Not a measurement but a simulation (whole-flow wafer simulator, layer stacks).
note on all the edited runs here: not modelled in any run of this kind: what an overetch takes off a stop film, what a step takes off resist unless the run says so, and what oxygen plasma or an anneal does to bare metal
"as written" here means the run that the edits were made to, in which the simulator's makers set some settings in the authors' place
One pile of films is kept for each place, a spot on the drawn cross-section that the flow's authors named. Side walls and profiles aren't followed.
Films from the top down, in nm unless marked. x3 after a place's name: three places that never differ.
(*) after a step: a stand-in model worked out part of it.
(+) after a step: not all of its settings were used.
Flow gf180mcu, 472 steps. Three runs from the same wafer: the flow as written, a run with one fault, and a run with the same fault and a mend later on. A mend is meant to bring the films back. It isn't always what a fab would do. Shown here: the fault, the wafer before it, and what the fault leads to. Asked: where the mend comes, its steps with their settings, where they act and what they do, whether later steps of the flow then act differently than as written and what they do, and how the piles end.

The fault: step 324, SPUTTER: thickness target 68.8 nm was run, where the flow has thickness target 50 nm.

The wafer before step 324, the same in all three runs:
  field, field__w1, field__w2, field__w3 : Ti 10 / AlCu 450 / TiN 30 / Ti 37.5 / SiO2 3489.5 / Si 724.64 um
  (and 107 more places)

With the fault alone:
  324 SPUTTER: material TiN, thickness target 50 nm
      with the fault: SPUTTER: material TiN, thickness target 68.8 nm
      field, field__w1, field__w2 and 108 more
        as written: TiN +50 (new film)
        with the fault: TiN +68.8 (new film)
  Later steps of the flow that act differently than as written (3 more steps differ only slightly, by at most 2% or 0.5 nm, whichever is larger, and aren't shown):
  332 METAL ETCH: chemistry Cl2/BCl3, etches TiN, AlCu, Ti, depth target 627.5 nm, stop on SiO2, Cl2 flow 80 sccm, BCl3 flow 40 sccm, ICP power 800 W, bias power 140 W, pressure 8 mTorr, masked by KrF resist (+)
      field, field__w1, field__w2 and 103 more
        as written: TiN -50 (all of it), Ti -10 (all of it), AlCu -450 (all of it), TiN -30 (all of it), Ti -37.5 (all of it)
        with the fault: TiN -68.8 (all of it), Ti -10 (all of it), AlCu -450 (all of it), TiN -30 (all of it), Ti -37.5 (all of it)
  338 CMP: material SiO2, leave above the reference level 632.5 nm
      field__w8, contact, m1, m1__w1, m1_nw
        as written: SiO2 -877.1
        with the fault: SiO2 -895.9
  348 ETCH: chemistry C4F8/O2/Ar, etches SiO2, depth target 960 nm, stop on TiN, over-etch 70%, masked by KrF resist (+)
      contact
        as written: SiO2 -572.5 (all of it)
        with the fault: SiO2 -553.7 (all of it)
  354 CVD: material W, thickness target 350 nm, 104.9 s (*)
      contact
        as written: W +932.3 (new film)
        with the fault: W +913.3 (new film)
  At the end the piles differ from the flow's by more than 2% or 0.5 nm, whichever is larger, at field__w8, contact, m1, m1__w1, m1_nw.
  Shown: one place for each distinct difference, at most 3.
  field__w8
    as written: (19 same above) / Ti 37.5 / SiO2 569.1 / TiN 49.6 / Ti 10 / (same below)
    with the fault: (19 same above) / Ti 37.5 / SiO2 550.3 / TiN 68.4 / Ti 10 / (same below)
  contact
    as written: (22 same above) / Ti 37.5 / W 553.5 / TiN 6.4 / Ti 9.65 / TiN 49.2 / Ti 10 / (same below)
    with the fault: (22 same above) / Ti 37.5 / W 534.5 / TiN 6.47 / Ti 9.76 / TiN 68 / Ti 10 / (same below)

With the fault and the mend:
  The mend comes after step 331.
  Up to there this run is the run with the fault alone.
  332 METAL ETCH: chemistry Cl2/BCl3, etches TiN, AlCu, Ti, depth target 646.3 nm, stop on SiO2, Cl2 flow 80 sccm, BCl3 flow 40 sccm, ICP power 800 W, bias power 140 W, pressure 8 mTorr, masked by KrF resist (+) (the flow's step 332, which as written has depth target 627.5 nm)
      field, field__w1, field__w2 and 103 more
        TiN -68.8 (all of it), Ti -10 (all of it), AlCu -450 (all of it), TiN -30 (all of it), Ti -37.5 (all of it)
      field__w8, contact, m1, m1__w1, m1_nw
        KrF resist -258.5
  Later steps of the flow that act differently than as written (4 more steps differ only slightly, by at most 2% or 0.5 nm, whichever is larger, and aren't shown):
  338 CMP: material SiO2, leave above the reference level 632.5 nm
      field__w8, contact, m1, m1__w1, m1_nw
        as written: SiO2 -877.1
        with the mend: SiO2 -895.9
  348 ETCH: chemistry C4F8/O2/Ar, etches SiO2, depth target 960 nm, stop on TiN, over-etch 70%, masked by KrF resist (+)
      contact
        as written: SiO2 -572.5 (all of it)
        with the mend: SiO2 -553.7 (all of it)
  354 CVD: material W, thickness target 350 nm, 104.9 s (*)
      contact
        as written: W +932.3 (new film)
        with the mend: W +913.3 (new film)
  At the end the piles differ from the flow's by more than 2% or 0.5 nm, whichever is larger, at field__w8, contact, m1, m1__w1, m1_nw.
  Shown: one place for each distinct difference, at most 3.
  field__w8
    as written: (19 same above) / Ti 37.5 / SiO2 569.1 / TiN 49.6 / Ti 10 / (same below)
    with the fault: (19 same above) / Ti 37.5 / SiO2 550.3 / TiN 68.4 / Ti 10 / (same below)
    with the mend: (19 same above) / Ti 37.5 / SiO2 550.3 / TiN 68.4 / Ti 10 / (same below)
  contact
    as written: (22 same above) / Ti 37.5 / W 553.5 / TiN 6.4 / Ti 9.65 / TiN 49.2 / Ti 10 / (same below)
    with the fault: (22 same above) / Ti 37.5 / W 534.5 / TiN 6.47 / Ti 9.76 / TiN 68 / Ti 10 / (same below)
    with the mend: (22 same above) / Ti 37.5 / W 534.5 / TiN 6.47 / Ti 9.76 / TiN 68 / Ti 10 / (same below)
